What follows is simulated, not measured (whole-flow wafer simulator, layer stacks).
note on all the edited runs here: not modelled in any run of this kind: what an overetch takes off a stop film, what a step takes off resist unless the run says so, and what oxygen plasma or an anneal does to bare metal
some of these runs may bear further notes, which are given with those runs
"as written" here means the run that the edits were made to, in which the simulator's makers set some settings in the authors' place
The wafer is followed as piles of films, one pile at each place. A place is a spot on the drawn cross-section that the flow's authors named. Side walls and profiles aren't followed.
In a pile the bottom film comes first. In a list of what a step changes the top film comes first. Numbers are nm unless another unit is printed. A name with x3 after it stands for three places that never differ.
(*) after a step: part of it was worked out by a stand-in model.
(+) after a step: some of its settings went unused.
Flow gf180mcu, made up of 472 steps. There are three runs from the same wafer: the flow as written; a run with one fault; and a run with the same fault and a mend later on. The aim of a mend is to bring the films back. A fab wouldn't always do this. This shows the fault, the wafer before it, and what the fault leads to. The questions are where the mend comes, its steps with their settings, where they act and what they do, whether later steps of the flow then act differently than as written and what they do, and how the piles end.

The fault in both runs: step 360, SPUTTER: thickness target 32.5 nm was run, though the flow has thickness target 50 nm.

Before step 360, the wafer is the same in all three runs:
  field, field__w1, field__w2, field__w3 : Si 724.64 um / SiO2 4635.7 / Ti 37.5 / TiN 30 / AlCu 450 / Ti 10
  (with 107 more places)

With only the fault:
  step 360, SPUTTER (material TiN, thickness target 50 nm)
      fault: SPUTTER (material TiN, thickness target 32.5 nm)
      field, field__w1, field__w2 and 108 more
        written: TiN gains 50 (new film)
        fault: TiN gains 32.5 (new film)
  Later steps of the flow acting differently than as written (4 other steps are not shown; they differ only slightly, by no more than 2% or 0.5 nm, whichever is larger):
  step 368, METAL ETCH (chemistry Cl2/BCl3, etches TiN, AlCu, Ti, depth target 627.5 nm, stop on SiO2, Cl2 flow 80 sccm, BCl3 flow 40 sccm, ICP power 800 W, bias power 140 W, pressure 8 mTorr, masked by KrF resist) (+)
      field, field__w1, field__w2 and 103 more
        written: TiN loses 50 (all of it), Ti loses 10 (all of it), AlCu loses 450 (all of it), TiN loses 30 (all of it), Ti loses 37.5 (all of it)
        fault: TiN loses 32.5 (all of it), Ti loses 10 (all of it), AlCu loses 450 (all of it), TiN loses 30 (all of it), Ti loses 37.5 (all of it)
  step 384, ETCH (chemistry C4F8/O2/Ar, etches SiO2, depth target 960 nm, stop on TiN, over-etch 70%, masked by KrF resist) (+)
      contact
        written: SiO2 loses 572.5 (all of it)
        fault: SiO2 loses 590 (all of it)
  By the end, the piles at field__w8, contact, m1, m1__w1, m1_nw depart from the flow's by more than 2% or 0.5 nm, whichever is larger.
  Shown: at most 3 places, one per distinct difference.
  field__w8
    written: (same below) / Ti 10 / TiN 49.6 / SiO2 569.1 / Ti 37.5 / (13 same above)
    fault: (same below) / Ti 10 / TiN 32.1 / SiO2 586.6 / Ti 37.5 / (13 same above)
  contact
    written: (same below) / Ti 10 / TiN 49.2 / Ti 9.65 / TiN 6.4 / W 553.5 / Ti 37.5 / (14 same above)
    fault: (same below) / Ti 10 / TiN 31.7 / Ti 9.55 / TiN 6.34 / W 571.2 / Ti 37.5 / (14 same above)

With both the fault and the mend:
  After step 367 comes the mend.
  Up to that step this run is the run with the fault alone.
  step 367a, STRIP (chemistry O2/N2, power 2160 W, pressure 1700 mTorr) (*)
      field__w8, contact, m1, m1__w1, m1_nw
        KrF resist loses 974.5 (all of it)
  step 367b, SPUTTER (material TiN, thickness target 17.5 nm) (the flow's step 360 again, with other settings)
      field, field__w1, field__w2 and 108 more
        TiN gains 17.5
  step 367c, HMDS (120 C, 60 s) (the flow's step 362 again)
      leaves every film unchanged at each place that is followed
  step 367d, COAT (KrF resist, thickness 1000 nm) (the flow's step 363 again)
      field, field__w1, field__w2 and 108 more
        KrF resist gains 1000 (new film)
  step 367e, SOFTBAKE (KrF resist) (the flow's step 364 again)
      leaves every film unchanged at each place that is followed
  step 367f, EXPOSE (photomask Metal4) (the flow's step 365 again)
      leaves every film unchanged at each place that is followed
  step 367g, PEB (KrF resist, 135 C, 90 s) (the flow's step 366 again)
      field, field__w1, field__w2 and 108 more
        KrF resist loses 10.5
  step 367h, DEVELOP (thickness 1000 nm, 60 s) (the flow's step 367 again)
      field, field__w1, field__w2 and 103 more
        KrF resist loses 989.5 (all of it)
      field__w8, contact, m1, m1__w1, m1_nw
        KrF resist loses 14.9
  Later steps of the flow that are run all act as written at every place that is followed.
  At every place that both follow, the piles at the end match the flow's.
